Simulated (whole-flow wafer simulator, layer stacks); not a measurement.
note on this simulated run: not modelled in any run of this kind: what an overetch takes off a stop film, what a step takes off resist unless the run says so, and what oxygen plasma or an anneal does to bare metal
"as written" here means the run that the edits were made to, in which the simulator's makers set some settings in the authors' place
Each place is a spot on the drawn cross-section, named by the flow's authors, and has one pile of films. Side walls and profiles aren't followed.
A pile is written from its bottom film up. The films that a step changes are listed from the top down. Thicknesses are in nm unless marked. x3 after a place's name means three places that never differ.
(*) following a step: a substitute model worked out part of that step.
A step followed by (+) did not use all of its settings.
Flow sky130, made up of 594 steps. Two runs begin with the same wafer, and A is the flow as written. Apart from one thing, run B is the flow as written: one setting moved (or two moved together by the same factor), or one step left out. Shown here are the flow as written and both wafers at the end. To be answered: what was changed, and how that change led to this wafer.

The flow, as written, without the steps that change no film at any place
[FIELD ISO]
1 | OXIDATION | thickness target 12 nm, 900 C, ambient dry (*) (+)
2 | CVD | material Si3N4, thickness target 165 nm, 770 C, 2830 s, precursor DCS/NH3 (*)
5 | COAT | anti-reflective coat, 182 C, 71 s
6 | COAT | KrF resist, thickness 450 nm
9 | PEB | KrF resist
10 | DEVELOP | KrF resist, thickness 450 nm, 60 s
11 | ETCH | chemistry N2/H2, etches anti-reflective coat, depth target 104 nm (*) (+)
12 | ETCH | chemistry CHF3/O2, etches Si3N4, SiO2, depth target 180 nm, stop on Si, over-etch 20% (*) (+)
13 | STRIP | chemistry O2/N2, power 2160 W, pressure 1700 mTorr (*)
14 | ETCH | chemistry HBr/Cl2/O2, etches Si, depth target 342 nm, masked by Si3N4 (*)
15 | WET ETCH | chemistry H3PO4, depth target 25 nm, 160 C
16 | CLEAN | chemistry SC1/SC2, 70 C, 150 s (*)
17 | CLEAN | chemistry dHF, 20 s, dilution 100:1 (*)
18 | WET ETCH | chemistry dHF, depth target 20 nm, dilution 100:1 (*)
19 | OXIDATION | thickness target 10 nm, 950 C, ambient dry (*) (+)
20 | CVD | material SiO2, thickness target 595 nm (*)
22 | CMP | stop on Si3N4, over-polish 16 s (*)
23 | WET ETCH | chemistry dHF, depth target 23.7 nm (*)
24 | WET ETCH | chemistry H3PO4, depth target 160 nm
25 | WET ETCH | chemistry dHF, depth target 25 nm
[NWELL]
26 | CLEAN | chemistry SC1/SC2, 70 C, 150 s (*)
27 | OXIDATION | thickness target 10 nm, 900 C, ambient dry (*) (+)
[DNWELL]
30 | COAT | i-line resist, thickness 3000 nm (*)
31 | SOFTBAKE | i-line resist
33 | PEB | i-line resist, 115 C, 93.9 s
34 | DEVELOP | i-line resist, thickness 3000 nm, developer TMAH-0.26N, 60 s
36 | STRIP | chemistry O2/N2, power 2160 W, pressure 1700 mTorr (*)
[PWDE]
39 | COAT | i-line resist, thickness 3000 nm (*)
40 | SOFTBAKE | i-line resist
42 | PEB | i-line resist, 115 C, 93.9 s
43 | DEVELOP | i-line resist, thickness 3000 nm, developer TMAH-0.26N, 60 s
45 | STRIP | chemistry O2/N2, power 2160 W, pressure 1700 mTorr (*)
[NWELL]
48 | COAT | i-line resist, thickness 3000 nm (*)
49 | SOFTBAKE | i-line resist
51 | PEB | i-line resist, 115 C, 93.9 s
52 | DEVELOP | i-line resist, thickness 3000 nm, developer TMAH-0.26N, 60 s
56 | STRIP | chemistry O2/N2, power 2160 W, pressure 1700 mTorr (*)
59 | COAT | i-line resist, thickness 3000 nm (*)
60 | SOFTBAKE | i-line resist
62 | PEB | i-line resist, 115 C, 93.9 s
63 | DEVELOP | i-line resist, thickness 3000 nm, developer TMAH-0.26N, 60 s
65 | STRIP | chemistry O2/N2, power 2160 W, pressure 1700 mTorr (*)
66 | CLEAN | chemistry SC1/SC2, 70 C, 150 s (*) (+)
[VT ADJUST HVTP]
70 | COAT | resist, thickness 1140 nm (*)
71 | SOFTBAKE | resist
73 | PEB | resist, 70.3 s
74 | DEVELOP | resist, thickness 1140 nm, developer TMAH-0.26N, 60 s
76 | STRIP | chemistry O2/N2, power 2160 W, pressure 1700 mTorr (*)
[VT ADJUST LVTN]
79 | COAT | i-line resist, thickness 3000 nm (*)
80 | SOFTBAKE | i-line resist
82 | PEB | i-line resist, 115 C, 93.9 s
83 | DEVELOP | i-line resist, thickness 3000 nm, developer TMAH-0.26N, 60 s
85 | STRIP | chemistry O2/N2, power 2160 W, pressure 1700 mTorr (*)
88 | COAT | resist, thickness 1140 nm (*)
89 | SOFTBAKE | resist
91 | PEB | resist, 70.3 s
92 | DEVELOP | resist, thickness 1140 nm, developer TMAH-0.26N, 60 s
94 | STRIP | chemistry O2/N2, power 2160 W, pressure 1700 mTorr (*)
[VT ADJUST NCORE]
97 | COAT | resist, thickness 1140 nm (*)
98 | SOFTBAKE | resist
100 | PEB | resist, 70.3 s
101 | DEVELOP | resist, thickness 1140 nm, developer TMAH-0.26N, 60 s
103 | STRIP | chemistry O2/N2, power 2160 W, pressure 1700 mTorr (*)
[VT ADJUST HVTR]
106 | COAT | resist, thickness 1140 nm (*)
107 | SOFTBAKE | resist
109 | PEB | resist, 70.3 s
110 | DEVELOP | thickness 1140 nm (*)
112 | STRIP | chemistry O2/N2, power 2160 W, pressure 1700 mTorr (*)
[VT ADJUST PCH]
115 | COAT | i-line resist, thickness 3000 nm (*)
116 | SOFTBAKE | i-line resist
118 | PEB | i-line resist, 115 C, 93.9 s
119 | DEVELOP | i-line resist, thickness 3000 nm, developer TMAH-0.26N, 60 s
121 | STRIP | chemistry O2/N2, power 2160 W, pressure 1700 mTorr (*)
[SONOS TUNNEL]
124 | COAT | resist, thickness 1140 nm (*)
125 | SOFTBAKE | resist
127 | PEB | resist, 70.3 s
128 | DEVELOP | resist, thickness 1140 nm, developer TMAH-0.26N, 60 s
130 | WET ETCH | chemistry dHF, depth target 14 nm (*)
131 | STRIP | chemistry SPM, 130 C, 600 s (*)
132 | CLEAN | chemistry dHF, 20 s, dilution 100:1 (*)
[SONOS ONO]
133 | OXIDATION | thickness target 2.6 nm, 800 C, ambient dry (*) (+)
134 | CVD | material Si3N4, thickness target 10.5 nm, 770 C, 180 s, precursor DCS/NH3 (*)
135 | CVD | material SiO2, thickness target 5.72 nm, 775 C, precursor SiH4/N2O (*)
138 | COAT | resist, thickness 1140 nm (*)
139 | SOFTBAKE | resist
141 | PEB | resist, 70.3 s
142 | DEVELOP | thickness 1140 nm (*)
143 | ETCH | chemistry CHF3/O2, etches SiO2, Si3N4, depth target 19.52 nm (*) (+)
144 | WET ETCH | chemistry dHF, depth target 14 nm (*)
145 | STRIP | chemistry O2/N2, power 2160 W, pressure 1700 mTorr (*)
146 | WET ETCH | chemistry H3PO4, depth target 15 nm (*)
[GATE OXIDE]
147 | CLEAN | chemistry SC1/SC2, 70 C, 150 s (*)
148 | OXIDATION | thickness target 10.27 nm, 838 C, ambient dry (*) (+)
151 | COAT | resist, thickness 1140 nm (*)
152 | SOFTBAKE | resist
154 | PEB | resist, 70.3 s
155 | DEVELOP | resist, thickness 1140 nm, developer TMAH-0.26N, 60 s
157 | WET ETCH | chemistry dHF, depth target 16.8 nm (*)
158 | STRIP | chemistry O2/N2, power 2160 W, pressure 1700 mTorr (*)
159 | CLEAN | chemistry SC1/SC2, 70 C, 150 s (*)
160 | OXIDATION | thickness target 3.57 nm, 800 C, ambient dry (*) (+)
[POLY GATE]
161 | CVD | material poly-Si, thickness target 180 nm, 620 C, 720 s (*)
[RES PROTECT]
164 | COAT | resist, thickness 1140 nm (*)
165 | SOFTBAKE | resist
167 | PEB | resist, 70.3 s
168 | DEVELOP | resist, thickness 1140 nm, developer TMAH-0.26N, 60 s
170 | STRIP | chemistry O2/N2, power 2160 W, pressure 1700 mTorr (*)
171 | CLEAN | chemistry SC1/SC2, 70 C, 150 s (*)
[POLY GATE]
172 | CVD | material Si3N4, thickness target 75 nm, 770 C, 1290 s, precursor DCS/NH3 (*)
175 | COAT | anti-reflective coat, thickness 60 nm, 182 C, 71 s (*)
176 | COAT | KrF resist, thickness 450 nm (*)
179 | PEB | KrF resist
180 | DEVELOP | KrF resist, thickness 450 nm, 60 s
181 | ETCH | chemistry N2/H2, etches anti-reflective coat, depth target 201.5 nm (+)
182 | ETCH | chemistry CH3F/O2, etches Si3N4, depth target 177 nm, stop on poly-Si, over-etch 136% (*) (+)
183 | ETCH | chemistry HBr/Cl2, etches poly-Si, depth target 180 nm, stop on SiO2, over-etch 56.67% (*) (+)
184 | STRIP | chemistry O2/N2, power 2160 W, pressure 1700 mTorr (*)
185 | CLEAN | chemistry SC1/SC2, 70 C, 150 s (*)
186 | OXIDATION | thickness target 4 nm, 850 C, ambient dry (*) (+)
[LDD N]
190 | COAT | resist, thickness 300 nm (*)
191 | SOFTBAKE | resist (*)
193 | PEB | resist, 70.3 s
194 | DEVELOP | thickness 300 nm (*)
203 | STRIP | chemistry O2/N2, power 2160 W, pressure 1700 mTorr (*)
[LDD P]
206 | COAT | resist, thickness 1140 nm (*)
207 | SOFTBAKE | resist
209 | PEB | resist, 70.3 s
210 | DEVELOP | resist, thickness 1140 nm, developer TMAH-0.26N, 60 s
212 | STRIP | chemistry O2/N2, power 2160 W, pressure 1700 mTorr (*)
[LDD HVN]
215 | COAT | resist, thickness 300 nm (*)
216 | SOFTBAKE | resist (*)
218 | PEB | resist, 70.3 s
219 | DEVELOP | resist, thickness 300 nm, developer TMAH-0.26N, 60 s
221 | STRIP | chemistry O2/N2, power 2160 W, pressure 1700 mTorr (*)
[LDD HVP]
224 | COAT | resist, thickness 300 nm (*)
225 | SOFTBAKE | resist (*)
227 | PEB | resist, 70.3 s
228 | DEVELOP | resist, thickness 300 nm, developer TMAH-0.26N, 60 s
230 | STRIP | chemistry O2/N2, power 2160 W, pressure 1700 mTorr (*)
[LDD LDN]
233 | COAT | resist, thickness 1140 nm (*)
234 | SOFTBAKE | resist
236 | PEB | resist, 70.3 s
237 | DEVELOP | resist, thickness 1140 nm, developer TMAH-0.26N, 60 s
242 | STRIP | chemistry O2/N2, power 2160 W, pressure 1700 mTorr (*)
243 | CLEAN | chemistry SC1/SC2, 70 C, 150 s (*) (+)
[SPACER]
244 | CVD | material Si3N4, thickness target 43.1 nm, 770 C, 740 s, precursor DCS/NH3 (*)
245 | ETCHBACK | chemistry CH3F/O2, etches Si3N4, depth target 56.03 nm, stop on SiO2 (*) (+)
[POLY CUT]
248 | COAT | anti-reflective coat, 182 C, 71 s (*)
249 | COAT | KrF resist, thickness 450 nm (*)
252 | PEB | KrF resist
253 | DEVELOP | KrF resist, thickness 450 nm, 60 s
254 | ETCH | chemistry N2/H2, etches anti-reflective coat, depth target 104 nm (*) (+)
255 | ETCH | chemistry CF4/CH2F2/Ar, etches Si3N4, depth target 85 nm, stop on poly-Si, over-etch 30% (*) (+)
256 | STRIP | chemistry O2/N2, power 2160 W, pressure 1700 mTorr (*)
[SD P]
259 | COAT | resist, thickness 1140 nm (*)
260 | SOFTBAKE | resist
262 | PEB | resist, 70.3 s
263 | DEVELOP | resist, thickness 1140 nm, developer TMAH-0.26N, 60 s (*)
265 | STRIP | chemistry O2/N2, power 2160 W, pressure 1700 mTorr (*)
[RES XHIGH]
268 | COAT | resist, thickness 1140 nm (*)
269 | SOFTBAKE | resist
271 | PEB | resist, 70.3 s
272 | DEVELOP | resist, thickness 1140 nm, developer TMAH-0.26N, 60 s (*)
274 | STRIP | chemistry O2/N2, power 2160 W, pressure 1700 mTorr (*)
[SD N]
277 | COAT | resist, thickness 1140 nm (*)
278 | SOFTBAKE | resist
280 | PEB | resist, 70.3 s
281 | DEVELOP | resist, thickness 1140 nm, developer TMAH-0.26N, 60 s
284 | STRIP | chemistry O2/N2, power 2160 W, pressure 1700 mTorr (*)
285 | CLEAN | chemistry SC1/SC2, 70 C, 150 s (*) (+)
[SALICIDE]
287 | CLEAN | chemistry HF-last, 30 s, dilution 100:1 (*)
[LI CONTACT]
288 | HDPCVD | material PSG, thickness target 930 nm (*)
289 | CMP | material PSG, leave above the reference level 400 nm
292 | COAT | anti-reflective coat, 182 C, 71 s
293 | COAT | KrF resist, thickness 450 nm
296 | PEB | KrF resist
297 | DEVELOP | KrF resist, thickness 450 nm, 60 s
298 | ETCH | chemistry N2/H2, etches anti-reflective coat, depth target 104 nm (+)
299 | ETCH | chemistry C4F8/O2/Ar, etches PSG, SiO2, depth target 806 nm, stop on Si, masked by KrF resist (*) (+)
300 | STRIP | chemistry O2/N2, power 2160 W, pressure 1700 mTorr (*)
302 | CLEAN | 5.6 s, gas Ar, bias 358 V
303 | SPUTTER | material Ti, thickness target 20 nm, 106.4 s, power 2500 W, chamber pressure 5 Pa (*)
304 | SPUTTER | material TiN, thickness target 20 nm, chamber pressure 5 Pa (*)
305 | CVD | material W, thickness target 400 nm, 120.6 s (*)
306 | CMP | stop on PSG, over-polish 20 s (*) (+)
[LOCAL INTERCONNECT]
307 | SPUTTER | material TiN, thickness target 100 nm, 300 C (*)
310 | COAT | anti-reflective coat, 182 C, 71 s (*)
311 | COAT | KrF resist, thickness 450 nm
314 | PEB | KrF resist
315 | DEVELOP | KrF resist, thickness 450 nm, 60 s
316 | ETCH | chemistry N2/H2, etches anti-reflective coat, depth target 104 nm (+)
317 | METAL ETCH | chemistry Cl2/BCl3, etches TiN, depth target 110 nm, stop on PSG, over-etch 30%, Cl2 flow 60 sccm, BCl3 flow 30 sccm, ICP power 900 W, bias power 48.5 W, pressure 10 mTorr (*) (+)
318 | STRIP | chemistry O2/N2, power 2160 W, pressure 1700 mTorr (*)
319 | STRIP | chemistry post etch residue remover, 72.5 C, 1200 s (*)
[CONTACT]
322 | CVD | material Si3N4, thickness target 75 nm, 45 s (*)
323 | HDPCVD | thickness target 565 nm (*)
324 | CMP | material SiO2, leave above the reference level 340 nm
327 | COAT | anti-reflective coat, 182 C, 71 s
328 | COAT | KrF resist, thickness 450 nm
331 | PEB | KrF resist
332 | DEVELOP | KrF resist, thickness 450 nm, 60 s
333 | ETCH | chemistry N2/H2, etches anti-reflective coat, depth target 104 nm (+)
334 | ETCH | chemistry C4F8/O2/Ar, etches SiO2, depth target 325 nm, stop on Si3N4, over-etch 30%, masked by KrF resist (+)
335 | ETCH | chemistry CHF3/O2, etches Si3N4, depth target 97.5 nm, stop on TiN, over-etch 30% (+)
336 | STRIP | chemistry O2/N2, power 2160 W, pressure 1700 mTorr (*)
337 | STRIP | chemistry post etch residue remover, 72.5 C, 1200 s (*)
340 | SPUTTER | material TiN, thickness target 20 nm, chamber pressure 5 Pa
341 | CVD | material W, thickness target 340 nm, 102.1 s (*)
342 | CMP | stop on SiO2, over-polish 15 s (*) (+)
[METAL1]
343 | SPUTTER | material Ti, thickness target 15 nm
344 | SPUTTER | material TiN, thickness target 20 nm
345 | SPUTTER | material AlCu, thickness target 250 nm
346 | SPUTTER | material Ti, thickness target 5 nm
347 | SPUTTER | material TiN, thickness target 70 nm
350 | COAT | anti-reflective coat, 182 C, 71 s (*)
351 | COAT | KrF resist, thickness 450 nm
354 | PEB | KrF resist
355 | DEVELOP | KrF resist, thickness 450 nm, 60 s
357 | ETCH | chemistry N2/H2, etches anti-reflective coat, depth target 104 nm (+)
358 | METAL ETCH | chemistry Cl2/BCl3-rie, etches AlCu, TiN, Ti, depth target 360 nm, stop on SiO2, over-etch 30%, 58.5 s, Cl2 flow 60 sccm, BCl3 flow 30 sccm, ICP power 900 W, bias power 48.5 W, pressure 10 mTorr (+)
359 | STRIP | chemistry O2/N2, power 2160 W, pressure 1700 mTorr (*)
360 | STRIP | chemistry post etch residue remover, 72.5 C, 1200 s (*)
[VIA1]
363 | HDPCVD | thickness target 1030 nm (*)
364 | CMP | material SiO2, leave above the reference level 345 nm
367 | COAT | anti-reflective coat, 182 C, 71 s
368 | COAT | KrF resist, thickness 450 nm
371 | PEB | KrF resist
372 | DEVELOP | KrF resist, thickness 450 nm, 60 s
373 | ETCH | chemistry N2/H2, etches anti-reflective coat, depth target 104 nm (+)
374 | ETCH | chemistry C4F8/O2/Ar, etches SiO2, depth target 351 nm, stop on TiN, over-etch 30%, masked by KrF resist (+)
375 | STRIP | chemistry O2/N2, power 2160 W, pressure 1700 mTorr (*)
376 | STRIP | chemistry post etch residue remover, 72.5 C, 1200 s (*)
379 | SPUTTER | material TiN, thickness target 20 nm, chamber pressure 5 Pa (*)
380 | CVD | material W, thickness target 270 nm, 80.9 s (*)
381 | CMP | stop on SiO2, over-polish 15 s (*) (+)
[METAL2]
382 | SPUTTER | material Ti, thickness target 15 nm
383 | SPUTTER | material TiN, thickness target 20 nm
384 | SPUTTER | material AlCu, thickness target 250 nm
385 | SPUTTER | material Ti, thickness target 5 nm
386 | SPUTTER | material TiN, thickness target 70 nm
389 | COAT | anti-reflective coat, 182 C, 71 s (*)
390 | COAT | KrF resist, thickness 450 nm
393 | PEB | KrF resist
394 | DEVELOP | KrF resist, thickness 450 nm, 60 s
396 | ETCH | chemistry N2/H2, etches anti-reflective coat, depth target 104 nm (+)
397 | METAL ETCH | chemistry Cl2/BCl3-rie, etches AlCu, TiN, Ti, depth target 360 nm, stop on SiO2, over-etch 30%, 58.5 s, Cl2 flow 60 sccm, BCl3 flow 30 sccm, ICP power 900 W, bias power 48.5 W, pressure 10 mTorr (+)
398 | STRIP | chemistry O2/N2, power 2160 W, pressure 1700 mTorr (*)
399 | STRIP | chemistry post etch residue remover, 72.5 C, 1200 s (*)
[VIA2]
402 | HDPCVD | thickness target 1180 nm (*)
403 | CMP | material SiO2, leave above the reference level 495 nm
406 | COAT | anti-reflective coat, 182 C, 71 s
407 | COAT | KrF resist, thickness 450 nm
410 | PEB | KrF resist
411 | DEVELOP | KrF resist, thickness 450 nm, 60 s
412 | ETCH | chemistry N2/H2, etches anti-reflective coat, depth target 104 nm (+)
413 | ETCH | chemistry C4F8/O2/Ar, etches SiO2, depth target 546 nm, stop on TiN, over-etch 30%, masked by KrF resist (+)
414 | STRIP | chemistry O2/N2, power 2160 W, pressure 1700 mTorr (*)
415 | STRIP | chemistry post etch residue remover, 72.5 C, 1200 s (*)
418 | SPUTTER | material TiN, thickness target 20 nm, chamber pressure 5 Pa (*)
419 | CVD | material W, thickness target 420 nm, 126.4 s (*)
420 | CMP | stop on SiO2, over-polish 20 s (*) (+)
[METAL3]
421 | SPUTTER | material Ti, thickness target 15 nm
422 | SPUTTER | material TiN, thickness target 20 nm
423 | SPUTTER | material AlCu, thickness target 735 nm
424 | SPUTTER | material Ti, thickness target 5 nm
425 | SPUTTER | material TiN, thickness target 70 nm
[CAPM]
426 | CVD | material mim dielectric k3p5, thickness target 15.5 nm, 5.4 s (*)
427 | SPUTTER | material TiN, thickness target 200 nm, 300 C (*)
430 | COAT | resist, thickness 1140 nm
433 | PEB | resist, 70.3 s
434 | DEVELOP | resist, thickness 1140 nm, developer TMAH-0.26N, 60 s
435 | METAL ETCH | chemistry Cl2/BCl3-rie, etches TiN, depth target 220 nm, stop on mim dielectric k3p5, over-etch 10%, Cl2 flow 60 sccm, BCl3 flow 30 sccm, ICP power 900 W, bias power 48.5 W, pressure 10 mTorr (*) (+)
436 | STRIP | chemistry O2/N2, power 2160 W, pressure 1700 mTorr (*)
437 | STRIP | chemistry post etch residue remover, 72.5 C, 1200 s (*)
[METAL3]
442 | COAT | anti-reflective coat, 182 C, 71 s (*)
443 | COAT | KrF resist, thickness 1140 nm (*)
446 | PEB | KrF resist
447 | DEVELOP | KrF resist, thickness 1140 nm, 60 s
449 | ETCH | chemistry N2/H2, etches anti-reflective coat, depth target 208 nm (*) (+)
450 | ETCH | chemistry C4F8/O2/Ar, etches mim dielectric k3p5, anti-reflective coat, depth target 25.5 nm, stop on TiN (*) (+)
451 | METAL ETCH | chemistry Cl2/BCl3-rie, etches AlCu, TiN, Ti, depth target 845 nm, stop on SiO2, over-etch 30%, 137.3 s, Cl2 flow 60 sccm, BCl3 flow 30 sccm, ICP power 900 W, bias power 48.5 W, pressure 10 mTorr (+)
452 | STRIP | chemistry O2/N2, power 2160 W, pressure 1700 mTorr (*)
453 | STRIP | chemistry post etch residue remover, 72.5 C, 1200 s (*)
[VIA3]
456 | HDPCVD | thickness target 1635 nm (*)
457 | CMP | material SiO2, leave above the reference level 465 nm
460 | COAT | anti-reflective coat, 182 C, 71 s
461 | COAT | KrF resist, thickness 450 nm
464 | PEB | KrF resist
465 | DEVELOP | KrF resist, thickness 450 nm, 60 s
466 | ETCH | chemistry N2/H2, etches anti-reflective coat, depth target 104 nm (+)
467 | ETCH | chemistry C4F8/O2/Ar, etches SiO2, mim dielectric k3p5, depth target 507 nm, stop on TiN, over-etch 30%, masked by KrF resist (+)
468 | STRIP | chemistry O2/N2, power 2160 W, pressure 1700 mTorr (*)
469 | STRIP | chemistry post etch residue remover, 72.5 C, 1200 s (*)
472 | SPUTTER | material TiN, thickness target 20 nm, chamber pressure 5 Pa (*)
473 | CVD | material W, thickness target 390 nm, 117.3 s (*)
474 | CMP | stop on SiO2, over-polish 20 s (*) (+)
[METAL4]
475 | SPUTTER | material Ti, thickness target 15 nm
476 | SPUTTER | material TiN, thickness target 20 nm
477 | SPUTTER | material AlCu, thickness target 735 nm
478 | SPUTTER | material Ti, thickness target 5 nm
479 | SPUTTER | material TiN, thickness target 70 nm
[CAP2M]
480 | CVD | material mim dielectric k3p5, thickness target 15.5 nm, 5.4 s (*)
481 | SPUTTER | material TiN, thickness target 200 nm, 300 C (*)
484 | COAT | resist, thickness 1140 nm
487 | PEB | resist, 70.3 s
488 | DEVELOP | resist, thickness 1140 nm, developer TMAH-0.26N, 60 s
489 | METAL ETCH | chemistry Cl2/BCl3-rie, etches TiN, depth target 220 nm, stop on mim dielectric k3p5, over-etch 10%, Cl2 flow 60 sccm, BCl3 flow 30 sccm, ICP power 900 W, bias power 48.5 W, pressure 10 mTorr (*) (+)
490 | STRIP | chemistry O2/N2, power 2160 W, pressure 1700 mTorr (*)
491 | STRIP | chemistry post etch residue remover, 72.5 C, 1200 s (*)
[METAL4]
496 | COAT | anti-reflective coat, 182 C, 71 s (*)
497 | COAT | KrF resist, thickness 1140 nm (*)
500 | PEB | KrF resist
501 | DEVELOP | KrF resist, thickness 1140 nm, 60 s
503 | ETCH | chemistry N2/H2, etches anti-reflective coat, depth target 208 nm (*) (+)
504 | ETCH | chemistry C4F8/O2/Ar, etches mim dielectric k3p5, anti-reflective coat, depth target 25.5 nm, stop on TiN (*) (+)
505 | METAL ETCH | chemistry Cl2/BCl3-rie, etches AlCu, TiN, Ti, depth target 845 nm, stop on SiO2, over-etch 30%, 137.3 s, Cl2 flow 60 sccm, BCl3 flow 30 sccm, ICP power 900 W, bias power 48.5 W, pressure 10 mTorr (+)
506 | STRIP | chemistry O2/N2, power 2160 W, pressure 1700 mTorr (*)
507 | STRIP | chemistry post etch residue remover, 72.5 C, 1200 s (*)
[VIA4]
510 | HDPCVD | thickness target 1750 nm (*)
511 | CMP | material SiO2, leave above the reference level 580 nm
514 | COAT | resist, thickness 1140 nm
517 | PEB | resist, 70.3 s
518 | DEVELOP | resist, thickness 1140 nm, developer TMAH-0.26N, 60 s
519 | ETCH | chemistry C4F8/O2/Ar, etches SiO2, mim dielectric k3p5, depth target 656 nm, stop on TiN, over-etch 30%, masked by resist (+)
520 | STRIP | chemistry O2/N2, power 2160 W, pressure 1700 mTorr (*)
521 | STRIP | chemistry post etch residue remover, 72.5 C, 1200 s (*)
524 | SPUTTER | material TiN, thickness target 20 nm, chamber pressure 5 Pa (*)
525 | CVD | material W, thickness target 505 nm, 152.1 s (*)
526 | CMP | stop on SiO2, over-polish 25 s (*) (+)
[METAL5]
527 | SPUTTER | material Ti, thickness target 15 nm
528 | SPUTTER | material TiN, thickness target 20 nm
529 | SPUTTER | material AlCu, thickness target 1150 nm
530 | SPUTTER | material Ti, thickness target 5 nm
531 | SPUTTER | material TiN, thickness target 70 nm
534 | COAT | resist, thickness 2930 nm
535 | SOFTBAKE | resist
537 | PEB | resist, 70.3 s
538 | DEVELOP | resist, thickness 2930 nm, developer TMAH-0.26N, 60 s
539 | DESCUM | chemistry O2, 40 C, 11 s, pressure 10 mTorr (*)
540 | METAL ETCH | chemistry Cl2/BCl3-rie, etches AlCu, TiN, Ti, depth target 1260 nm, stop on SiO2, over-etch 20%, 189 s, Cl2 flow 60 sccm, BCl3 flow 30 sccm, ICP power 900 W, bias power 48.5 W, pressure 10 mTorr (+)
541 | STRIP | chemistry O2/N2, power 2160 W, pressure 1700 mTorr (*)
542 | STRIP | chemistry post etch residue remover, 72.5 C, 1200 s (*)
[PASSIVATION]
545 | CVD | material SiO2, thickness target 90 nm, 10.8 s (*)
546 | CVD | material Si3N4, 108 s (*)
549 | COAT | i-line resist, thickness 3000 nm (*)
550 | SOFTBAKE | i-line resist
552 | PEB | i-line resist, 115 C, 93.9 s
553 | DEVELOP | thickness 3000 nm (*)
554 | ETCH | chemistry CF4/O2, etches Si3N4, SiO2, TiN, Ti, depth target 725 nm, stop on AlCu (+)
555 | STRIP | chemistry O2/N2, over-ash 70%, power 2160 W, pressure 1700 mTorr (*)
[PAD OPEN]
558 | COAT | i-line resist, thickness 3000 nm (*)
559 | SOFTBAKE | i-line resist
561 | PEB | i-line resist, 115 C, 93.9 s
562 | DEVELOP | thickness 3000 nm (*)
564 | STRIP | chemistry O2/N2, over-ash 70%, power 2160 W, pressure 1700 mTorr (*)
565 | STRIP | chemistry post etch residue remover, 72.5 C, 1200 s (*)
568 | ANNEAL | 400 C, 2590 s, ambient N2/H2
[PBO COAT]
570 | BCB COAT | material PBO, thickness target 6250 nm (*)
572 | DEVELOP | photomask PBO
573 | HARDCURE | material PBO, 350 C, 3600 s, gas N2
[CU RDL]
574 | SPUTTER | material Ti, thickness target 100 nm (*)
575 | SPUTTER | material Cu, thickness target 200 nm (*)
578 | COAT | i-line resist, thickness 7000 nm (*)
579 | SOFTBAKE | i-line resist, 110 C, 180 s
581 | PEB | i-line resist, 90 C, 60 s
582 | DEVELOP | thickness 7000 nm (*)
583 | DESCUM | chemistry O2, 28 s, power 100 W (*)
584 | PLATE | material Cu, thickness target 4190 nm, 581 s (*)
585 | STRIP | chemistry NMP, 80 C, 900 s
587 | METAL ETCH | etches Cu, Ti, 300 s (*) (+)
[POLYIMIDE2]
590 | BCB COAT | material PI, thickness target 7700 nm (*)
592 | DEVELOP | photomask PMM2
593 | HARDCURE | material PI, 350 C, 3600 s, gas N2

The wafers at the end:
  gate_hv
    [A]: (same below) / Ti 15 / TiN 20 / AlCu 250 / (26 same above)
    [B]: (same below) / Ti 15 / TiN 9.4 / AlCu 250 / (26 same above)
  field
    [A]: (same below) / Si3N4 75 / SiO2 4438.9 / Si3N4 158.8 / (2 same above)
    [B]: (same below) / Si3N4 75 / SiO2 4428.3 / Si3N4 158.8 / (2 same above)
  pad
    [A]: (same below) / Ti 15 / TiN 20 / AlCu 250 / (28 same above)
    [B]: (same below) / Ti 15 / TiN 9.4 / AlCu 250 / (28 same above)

What caused this: step 344, SPUTTER: thickness target 9.4 nm was run, whereas the flow has thickness target 20 nm.
The wafer itself shows it: gate_hv has TiN 9.4, and step 344 as written asks for 20 nm.

How this came from the change, step by step:
  344 | SPUTTER | material TiN, thickness target 20 nm
      field, active, n_well and 188 more: A +20 TiN (new film) | B +9.4 TiN (new film)
  358 | METAL ETCH | chemistry Cl2/BCl3-rie, etches AlCu, TiN, Ti, depth target 360 nm, stop on SiO2, over-etch 30%, 58.5 s, Cl2 flow 60 sccm, BCl3 flow 30 sccm, ICP power 900 W, bias power 48.5 W, pressure 10 mTorr (+)
      field, active, gate and 81 more: A -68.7 TiN (all of it), -5 Ti (all of it), -250 AlCu (all of it), -20 TiN (all of it), -15 Ti (all of it), -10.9 SiO2 | B -68.7 TiN (all of it), -5 Ti (all of it), -250 AlCu (all of it), -9.4 TiN (all of it), -15 Ti (all of it), -12 SiO2
  364 | CMP | material SiO2, leave above the reference level 345 nm
      field, active, gate and 81 more: A -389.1 SiO2 | B -398.6 SiO2
